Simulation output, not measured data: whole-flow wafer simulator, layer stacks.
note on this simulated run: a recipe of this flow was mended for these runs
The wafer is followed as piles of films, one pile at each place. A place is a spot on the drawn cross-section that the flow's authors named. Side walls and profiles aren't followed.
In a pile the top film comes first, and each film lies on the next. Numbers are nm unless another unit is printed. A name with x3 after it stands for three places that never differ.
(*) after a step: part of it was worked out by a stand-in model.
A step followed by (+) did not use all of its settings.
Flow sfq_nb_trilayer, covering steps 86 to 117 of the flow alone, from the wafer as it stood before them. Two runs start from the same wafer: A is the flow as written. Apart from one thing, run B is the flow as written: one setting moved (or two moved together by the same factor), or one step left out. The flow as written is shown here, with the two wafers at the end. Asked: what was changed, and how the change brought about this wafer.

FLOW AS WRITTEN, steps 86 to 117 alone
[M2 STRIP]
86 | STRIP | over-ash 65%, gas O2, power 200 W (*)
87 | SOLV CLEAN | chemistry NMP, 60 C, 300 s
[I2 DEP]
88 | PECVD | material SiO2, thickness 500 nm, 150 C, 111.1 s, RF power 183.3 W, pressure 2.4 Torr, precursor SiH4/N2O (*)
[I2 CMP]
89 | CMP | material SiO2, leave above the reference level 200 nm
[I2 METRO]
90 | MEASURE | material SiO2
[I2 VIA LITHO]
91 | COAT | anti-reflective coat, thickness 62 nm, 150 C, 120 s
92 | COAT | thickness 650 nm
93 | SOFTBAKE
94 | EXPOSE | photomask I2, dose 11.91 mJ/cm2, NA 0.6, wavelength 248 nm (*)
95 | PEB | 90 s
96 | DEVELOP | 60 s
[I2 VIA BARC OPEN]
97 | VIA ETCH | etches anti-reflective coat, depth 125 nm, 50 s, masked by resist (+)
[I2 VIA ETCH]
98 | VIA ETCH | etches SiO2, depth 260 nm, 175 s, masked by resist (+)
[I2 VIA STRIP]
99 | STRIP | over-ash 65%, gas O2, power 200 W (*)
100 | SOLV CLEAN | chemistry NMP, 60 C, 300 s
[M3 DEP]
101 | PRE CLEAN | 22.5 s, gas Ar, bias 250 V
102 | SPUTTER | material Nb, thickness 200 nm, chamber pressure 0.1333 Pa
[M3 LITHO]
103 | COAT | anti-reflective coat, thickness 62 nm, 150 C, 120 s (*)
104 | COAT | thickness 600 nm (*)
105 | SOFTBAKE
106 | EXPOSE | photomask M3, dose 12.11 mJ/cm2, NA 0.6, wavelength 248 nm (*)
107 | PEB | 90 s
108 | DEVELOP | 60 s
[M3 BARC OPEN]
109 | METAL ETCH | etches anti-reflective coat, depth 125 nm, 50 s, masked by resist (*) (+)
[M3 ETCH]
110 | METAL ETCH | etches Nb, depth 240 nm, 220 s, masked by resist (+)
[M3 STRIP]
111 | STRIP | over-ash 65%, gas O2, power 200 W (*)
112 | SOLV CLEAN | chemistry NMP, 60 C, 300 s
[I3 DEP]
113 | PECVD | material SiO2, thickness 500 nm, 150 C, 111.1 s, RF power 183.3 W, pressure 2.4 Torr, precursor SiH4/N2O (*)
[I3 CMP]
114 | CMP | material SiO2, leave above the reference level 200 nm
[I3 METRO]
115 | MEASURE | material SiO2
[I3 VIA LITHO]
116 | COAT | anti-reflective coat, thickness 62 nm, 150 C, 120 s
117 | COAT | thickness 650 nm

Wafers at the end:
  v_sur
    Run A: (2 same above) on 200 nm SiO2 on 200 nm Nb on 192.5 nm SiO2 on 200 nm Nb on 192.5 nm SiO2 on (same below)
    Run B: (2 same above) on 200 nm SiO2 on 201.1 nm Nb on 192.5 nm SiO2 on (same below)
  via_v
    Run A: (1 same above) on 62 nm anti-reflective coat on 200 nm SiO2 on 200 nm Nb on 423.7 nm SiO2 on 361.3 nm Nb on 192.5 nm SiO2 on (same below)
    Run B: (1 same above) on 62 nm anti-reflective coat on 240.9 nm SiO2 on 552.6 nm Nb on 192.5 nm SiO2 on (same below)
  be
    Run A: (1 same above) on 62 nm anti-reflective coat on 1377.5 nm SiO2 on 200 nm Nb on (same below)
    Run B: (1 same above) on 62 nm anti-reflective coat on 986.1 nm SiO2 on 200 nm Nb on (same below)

Cause: step 88, PECVD: material SiO2, thickness 500 nm, 150 C, 111.1 s, RF power 183.3 W, pressure 2.4 Torr, precursor SiH4/N2O (*), was omitted.

The path from the change to this, step by step:
  89 | CMP | material SiO2, leave above the reference level 200 nm
      field_l, be, be_sur and 81 more: A -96 SiO2 | B nothing
      v_sur, via_wl, via_w and 18 more: A -300 SiO2 | B -192.5 Nb
      (also at 1 further place)
  91 | COAT | anti-reflective coat, thickness 62 nm, 150 C, 120 s
      be_sur, m0r_line_l x3, m0r_line_r x3: A +62 anti-reflective coat (new film) | B +63.5 anti-reflective coat (new film)
      m0r_space_l, m0r_space_r, r5r_line_c, m6r_space_l x2, m6r_space_r x2: A +62 anti-reflective coat (new film) | B +64.3 anti-reflective coat (new film)
      (also at 31 further places)
  98 | VIA ETCH | etches SiO2, depth 260 nm, 175 s, masked by resist (+)
      via_w: A -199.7 SiO2 (all of it), -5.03 Nb | B -7.5 Nb (all of it), -170 SiO2
  99 | STRIP | over-ash 65%, gas O2, power 200 W (*)
      m0r_space_l, m0r_space_r, r5r_line_c, m6r_space_l x2, m6r_space_r x2: A -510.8 KrF-resist-other-grade (all of it), -62 anti-reflective coat (all of it) | B -510.9 KrF-resist-other-grade (all of it), -64.3 anti-reflective coat (all of it)
      m0r_line_l x3, m0r_line_r x3: A -510.8 KrF-resist-other-grade (all of it), -62 anti-reflective coat (all of it) | B -511.6 KrF-resist-other-grade (all of it), -63.5 anti-reflective coat (all of it)
      (also at 32 further places)
  101 | PRE CLEAN | 22.5 s, gas Ar, bias 250 V
      v_sur, via_wl, via_wr and 18 more: A -7.5 SiO2 | B -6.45 Nb
      via_w: A -6.45 Nb | B -7.5 SiO2
  102 | SPUTTER | material Nb, thickness 200 nm, chamber pressure 0.1333 Pa
      v_sur, via_wl, via_wr and 17 more: A +200 Nb (new film) | B +200 Nb
      via_w: A +164.5 Nb | B +170 Nb (new film)
      (also at 1 further place)
  103 | COAT | anti-reflective coat, thickness 62 nm, 150 C, 120 s (*)
      p4_fm, m0r_line_l x3, m0r_line_r x3: A +62 anti-reflective coat (new film) | B +63.8 anti-reflective coat (new film)
      m0r_space_l, m0r_space_r, r5r_line_c, m6r_space_l x2, m6r_space_r x2: A +62 anti-reflective coat (new film) | B +64.7 anti-reflective coat (new film)
      (also at 32 further places)
  104 | COAT | thickness 600 nm (*)
      via_w: A +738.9 KrF-resist-other-grade (new film) | B +713.5 KrF-resist-other-grade (new film)
  109 | METAL ETCH | etches anti-reflective coat, depth 125 nm, 50 s, masked by resist (*) (+)
      p4_fm, m0r_line_l x3, m0r_line_r x3: A -62 anti-reflective coat (all of it) | B -63.8 anti-reflective coat (all of it)
      m0r_space_l, m0r_space_r, r5r_line_c, m6r_space_l x2, m6r_space_r x2: A -62 anti-reflective coat (all of it) | B -64.7 anti-reflective coat (all of it)
      (also at 23 further places)
  111 | STRIP | over-ash 65%, gas O2, power 200 W (*)
      v_sur: A -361 KrF-resist-other-grade (all of it), -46 anti-reflective coat (all of it) | B -359.9 KrF-resist-other-grade (all of it), -42.5 anti-reflective coat (all of it)
      via_wl: A -381.1 KrF-resist-other-grade (all of it), -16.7 anti-reflective coat (all of it) | B -379 KrF-resist-other-grade (all of it), -15.8 anti-reflective coat (all of it)
      (also at 7 further places)
  113 | PECVD | material SiO2, thickness 500 nm, 150 C, 111.1 s, RF power 183.3 W, pressure 2.4 Torr, precursor SiH4/N2O (*)
      via_w: A +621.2 SiO2 (new film) | B +590.2 SiO2 (new film)
  114 | CMP | material SiO2, leave above the reference level 200 nm
      field_l, be, be_sur and 64 more: A -96 SiO2 | B -83.4 SiO2
      p4_w1, p4_w2, p4_w3 and 6 more: A -300 SiO2 | B -287.4 SiO2
      (also at 9 further places)
Taking metal films that touch as one body, v_sur has 3 bodies (between them, from the top down: SiO2 192.5; SiO2 192.5); the flow as written gives 4 bodies (between them, from the top down: SiO2 192.5; SiO2 192.5; SiO2 192.5).
Taking metal films that touch as one body, via_v has 2 bodies (between them, from the top down: SiO2 192.5); the flow as written gives 3 bodies (between them, from the top down: SiO2 423.7; SiO2 192.5).
